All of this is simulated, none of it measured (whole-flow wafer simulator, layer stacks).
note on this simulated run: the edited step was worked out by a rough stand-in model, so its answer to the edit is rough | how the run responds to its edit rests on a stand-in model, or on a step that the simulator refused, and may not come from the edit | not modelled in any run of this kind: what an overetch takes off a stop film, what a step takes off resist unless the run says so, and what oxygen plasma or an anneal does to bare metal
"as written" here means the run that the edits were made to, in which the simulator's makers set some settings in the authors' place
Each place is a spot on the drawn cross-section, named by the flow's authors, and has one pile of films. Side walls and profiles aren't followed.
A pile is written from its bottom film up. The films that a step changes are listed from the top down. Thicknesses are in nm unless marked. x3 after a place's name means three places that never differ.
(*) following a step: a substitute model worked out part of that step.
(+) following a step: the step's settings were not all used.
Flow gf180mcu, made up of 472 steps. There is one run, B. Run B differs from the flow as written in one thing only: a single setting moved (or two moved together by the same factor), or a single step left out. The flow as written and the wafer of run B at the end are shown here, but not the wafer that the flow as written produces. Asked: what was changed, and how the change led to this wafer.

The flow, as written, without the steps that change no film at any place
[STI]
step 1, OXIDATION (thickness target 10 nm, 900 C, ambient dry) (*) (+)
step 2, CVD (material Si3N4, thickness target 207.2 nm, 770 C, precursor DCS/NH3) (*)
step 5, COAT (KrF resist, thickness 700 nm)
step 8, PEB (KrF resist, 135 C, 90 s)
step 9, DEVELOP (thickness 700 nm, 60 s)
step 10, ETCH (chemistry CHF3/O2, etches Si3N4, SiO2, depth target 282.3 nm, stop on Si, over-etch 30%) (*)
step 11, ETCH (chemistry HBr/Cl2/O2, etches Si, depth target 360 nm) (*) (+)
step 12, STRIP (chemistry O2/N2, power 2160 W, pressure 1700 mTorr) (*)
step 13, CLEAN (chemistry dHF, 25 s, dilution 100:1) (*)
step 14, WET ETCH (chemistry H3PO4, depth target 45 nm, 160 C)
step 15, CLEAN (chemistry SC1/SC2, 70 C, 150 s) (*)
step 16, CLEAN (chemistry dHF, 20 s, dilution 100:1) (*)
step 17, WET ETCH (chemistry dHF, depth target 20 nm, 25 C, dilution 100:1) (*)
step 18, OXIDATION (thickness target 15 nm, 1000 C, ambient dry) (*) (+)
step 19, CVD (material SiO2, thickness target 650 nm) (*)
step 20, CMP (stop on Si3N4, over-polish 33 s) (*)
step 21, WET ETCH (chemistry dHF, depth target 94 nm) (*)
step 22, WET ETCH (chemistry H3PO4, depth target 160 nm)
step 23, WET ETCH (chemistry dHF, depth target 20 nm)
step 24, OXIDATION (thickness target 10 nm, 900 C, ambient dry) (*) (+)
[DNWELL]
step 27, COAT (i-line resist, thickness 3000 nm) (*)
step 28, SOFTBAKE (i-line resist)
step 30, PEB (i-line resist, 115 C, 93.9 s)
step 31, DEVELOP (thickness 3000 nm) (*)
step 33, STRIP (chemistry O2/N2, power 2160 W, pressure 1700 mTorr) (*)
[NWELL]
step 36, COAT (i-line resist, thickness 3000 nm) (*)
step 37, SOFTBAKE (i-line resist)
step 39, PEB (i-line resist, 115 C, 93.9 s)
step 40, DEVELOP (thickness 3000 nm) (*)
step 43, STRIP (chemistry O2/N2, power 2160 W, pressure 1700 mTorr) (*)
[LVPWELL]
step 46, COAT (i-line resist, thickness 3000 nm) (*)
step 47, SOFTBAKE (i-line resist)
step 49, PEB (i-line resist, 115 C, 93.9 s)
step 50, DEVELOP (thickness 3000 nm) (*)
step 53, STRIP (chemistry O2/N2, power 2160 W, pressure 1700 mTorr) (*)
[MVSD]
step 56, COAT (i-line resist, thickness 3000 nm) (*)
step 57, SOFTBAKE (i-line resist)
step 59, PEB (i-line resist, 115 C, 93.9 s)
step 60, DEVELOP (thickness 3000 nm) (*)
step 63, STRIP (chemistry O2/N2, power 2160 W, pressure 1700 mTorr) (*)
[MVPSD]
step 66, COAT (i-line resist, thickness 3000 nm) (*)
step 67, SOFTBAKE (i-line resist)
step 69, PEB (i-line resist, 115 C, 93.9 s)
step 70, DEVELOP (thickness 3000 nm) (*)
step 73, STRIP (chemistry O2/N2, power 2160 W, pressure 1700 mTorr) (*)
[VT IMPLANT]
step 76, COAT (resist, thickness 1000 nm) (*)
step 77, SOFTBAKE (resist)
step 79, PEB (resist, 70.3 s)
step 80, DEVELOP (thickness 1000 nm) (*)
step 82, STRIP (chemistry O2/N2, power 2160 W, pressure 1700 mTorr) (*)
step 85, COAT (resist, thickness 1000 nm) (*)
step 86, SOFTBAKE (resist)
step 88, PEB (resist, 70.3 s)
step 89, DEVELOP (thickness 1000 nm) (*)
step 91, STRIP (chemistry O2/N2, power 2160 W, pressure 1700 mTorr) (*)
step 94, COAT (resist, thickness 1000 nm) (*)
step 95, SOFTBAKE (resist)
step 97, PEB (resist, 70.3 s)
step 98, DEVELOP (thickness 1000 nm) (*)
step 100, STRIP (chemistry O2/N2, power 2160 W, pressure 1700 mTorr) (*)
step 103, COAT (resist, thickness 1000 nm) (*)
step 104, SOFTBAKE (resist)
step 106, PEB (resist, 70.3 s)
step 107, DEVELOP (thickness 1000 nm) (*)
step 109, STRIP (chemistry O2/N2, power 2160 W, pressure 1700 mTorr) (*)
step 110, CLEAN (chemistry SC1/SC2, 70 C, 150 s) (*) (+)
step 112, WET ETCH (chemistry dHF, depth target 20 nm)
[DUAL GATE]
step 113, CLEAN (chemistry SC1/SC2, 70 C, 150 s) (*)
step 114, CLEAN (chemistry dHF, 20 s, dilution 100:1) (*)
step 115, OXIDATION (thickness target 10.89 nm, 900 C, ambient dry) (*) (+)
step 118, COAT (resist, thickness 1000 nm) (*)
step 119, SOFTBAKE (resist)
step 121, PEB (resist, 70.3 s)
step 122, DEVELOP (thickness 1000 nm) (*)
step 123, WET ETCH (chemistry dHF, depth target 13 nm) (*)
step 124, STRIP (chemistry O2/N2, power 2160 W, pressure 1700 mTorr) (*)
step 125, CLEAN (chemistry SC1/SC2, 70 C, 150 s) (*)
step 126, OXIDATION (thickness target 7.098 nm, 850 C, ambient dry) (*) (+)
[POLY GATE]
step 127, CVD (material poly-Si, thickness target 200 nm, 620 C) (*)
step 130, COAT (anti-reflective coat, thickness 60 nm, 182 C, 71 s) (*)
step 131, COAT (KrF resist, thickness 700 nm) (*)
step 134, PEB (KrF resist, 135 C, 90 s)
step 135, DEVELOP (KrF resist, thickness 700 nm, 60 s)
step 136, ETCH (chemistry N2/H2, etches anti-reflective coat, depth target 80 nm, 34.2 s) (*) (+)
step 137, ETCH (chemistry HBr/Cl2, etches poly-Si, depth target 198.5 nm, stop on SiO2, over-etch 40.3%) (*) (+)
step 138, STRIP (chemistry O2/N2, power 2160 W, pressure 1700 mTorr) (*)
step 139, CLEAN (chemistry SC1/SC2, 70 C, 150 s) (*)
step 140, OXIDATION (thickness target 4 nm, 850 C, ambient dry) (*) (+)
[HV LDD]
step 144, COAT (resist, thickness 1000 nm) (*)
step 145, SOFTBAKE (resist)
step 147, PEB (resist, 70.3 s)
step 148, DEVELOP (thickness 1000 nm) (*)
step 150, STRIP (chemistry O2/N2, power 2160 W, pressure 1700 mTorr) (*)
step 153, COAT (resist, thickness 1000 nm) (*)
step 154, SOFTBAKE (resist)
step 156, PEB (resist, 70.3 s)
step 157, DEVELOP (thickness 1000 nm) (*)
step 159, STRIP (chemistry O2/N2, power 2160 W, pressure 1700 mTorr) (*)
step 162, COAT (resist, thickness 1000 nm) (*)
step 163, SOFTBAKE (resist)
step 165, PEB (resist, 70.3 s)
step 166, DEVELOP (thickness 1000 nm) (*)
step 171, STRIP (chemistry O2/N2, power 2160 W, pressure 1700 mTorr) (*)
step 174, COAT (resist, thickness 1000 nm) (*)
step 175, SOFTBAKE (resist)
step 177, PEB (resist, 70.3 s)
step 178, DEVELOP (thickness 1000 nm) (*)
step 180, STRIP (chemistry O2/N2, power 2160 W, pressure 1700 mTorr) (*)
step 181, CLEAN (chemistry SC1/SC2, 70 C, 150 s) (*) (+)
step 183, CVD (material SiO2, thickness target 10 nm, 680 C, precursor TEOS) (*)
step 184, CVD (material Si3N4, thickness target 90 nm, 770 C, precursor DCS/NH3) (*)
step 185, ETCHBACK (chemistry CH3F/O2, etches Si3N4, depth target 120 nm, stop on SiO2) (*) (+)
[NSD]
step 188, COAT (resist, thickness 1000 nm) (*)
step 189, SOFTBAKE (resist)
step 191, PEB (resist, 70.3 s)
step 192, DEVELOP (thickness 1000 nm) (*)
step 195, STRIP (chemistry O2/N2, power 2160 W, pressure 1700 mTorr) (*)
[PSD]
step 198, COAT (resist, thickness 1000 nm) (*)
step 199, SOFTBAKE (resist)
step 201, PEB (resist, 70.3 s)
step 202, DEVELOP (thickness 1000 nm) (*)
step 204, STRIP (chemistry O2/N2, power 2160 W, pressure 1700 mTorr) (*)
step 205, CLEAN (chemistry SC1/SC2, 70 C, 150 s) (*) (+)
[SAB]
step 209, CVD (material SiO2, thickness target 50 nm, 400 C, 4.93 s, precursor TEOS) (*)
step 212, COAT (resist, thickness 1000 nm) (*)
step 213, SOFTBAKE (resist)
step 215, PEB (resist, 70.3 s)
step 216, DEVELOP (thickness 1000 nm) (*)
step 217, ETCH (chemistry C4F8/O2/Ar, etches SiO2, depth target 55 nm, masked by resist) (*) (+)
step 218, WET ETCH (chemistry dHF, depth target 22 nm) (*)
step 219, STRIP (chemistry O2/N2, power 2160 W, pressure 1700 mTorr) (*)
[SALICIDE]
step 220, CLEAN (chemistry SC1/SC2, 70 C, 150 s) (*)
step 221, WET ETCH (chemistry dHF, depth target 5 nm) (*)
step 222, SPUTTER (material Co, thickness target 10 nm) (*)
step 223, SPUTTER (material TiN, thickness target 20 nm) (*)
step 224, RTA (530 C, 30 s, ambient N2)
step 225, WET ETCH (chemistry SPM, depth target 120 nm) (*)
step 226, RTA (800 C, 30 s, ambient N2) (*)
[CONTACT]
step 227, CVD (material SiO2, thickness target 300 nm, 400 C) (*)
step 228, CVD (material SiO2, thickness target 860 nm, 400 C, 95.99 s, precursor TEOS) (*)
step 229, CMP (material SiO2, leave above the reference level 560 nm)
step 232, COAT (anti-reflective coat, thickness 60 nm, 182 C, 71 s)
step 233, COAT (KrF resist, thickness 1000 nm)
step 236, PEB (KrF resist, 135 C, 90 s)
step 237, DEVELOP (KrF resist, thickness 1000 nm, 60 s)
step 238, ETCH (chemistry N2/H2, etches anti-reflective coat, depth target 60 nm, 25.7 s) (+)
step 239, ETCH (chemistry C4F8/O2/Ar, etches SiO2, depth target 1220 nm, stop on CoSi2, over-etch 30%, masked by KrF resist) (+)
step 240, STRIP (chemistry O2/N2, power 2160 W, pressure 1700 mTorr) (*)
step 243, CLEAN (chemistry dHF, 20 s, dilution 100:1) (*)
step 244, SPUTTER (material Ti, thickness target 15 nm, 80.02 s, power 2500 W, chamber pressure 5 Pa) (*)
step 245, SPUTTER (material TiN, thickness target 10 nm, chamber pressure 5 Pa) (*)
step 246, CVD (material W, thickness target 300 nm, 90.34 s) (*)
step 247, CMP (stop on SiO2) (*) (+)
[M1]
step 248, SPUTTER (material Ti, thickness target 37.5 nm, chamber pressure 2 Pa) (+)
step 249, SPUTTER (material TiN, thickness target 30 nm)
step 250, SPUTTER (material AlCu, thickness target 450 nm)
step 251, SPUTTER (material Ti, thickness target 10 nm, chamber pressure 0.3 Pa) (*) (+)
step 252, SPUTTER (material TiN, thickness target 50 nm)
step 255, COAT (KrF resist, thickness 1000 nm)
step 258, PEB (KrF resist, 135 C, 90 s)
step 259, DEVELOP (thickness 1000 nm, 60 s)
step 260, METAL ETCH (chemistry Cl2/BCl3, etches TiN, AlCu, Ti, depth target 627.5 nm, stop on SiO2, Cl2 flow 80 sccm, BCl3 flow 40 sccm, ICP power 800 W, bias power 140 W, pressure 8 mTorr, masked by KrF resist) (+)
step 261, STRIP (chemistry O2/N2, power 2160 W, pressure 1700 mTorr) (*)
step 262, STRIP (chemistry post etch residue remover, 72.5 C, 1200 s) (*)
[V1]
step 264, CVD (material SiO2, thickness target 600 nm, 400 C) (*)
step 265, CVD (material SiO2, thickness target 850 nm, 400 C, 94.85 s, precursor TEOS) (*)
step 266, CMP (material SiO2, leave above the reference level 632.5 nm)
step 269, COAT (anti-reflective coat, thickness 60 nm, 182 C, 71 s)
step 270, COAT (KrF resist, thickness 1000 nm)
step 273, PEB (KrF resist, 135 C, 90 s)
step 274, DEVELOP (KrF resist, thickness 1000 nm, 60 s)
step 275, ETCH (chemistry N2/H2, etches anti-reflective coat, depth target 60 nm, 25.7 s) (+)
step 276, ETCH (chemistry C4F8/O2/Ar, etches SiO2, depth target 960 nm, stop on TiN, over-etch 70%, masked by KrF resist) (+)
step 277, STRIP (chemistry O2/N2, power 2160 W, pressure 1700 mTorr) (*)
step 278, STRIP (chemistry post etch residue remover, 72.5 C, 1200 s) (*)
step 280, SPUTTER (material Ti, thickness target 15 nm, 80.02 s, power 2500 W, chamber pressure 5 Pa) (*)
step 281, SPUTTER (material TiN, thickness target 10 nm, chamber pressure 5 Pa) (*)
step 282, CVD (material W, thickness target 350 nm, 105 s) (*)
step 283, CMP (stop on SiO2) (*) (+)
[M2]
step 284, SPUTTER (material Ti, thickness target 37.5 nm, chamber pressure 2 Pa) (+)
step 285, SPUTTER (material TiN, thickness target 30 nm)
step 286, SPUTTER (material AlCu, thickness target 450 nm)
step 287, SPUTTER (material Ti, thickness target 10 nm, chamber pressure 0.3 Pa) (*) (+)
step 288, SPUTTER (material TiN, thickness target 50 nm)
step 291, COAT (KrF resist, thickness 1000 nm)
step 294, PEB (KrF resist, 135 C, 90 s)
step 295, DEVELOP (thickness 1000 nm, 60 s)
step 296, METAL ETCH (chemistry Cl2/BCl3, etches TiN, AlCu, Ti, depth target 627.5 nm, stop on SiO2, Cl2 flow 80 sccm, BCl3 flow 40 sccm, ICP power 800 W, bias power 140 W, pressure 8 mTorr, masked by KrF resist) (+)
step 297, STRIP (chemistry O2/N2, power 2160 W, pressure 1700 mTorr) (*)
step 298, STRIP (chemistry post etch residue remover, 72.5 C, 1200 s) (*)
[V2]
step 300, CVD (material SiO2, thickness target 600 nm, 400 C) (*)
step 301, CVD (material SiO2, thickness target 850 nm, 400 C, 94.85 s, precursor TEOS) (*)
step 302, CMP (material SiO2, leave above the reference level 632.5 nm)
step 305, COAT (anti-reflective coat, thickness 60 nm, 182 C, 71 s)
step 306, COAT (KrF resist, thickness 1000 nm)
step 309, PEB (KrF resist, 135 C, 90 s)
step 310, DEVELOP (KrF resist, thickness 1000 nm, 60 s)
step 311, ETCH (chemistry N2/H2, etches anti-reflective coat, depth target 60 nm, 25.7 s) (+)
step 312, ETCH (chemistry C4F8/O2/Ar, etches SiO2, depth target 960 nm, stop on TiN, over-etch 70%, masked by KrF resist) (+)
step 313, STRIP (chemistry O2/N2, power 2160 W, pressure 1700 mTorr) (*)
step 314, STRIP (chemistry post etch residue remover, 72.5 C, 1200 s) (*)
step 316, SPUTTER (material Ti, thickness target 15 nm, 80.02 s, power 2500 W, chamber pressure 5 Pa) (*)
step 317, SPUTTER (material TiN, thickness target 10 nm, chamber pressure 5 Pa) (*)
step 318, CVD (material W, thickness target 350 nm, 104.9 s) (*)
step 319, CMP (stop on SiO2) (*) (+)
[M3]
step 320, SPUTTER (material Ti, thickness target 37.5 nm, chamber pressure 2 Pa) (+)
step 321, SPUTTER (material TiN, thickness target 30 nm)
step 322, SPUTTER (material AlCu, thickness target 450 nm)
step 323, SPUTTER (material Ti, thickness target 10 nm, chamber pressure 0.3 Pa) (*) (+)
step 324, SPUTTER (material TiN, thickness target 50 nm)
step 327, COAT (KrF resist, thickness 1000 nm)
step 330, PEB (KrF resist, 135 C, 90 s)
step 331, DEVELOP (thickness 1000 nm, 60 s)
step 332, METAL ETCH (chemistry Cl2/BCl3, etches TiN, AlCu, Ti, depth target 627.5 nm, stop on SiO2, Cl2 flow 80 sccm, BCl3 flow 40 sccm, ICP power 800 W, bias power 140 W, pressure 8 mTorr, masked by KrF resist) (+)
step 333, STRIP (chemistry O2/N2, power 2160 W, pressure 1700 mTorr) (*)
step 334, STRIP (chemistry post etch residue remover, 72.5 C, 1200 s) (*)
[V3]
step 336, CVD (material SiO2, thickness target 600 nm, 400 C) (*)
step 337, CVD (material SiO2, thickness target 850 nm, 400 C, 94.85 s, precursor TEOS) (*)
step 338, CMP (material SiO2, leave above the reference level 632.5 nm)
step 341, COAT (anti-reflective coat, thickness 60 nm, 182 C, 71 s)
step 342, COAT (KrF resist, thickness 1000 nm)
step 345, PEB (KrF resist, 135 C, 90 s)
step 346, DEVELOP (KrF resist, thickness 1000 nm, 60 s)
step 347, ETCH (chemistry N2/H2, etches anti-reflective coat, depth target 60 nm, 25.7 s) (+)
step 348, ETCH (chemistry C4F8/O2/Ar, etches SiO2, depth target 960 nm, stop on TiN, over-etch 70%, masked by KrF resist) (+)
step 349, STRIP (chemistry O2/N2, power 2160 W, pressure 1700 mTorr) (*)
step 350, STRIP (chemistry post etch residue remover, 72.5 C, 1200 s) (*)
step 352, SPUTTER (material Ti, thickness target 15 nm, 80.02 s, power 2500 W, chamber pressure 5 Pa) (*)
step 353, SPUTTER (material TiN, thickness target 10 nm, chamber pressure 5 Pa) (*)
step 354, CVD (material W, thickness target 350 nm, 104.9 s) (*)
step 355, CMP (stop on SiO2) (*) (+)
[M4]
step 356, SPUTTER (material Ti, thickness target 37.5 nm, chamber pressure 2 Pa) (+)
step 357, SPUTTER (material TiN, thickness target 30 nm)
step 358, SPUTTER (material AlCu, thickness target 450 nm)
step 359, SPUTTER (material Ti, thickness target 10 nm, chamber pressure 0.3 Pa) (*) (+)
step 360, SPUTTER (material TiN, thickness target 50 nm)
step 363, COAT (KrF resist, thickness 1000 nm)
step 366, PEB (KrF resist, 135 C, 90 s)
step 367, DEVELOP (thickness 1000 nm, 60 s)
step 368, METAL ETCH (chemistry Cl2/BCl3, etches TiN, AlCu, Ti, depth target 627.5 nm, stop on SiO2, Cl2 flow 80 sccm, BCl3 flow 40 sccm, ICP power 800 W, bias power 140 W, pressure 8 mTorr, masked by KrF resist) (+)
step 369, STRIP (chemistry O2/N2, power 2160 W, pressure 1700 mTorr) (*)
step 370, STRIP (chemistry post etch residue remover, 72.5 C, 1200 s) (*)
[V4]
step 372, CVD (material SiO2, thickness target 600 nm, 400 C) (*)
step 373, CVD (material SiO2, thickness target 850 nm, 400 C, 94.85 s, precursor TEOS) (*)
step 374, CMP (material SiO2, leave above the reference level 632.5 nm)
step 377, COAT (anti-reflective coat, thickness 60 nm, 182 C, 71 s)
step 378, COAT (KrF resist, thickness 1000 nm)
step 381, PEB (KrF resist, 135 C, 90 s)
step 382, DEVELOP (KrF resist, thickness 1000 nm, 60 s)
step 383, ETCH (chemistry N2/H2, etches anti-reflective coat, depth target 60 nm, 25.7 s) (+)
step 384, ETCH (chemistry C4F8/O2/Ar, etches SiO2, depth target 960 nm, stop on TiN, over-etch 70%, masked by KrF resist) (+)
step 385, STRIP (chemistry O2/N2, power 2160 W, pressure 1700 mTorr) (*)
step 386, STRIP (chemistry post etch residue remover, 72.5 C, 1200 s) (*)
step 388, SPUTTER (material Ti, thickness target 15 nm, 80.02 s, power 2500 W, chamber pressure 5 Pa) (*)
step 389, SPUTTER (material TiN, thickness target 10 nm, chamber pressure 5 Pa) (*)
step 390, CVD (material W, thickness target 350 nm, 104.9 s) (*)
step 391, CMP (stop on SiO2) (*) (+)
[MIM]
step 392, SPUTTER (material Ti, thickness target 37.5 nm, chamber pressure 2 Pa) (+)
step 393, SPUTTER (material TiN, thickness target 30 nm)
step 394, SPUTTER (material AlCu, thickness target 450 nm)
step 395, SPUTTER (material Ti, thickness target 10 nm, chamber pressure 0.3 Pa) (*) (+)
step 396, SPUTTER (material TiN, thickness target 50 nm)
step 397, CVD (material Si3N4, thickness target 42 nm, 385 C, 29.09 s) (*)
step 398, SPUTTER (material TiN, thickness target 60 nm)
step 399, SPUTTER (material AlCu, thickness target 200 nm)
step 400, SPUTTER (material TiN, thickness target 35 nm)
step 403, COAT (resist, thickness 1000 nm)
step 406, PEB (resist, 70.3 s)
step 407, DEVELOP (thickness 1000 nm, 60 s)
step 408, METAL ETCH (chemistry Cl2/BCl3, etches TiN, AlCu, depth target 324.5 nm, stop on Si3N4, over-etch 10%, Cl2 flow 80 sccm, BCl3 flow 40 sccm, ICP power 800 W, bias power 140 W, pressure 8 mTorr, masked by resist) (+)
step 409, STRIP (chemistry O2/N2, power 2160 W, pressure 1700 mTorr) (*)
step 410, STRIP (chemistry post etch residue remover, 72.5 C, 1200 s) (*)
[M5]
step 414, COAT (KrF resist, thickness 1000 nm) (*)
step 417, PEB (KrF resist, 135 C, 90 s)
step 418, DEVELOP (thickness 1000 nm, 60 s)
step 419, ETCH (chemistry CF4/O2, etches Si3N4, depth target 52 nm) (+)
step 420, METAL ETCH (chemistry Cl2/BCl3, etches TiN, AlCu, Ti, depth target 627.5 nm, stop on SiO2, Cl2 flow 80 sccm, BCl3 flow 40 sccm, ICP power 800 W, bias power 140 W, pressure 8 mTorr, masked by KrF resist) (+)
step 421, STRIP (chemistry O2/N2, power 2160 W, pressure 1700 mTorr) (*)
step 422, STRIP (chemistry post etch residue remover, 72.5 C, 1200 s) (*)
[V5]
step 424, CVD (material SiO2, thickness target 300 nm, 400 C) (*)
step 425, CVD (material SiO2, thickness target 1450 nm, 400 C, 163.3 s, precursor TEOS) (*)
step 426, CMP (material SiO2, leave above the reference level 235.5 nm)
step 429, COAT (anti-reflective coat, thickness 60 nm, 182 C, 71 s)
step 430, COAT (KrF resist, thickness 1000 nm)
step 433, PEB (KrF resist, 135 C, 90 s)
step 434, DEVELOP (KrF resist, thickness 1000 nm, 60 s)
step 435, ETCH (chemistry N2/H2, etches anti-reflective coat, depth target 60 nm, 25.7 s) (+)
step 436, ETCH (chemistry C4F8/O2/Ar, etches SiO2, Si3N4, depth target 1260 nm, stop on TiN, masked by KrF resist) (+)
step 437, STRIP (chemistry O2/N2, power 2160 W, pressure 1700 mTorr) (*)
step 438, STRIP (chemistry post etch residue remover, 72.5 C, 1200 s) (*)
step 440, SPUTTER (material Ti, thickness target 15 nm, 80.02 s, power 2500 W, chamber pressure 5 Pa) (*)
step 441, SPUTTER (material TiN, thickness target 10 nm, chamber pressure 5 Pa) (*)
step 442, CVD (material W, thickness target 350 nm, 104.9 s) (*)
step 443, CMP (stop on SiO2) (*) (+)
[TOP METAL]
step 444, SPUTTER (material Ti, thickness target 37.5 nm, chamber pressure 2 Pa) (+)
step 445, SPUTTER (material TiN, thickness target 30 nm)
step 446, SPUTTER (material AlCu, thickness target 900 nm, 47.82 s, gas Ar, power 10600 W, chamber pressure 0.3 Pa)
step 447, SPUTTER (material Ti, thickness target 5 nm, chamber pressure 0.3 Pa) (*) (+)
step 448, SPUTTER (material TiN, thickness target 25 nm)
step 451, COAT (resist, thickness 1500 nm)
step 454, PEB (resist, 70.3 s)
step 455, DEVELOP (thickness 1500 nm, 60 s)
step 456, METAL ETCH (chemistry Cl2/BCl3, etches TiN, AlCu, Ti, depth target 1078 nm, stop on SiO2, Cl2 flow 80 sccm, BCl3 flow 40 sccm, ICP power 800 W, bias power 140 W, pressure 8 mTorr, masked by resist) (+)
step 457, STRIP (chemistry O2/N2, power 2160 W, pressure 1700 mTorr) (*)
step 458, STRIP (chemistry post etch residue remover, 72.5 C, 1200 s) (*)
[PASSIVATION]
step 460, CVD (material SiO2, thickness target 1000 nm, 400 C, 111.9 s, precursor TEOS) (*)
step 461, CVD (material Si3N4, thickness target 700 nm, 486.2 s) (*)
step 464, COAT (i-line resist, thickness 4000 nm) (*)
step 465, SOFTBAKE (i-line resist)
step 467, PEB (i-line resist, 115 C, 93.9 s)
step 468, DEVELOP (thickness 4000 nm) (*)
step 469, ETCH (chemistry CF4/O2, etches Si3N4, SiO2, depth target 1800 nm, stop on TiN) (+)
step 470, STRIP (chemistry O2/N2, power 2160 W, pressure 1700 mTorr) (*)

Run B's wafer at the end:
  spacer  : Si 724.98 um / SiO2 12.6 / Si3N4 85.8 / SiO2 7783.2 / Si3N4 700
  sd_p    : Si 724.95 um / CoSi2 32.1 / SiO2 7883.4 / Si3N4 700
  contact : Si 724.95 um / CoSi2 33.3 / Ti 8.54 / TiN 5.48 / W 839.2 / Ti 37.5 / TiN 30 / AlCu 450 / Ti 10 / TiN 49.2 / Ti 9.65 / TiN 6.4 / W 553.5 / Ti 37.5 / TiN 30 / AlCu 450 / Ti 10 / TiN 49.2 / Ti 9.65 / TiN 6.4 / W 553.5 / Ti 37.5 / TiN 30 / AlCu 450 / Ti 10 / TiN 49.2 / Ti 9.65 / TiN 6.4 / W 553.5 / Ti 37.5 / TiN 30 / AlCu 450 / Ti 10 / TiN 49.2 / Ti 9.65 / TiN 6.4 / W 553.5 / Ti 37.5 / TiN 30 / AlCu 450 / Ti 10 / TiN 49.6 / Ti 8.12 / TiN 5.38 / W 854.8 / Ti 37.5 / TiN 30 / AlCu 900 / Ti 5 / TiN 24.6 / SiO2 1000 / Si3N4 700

The reason: step 183, CVD: thickness target 5.4 nm was run, while the flow as written has thickness target 10 nm.

Step by step, how the change led to this:
  step 183, CVD (material SiO2, thickness target 10 nm, 680 C, precursor TEOS) (*)
      field, field__w1, field__w2 and 99 more: +5.4 SiO2 (it would be, as written: +10 SiO2)
      ld_drift_p: +5.33 SiO2 (it would be, as written: +9.87 SiO2)
      (as well as at 1 more place)
  step 189, SOFTBAKE (resist)
      field: -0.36 resist (it would be, as written: +3.56 resist)
      active_hv: -0.53 resist (it would be, as written: +2.68 resist)
      (as well as at 1 more place)
  step 199, SOFTBAKE (resist)
      field: -0.36 resist (it would be, as written: +3.56 resist)
      active_hv: -0.53 resist (it would be, as written: +2.68 resist)
      (as well as at 1 more place)
  step 218, WET ETCH (chemistry dHF, depth target 22 nm) (*)
      gate, gate_hv, gate_p and 23 more: -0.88 SiO2 (all of it) (it would be, as written: -5.48 SiO2 (all of it))
      active, p_well, sd_n, iso_ptap_pw, iso_ntap_nw, iso_ptap_sub, vpnp_e: -4.41 SiO2 (all of it) (it would be, as written: -9.01 SiO2 (all of it))
      (as well as at 16 more places)
  step 229, CMP (material SiO2, leave above the reference level 560 nm)
      field__w2: -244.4 SiO2 (it would be, as written: -250 SiO2)
      field__w3: -226.6 SiO2 (it would be, as written: -232.3 SiO2)
      (as well as at 3 more places)
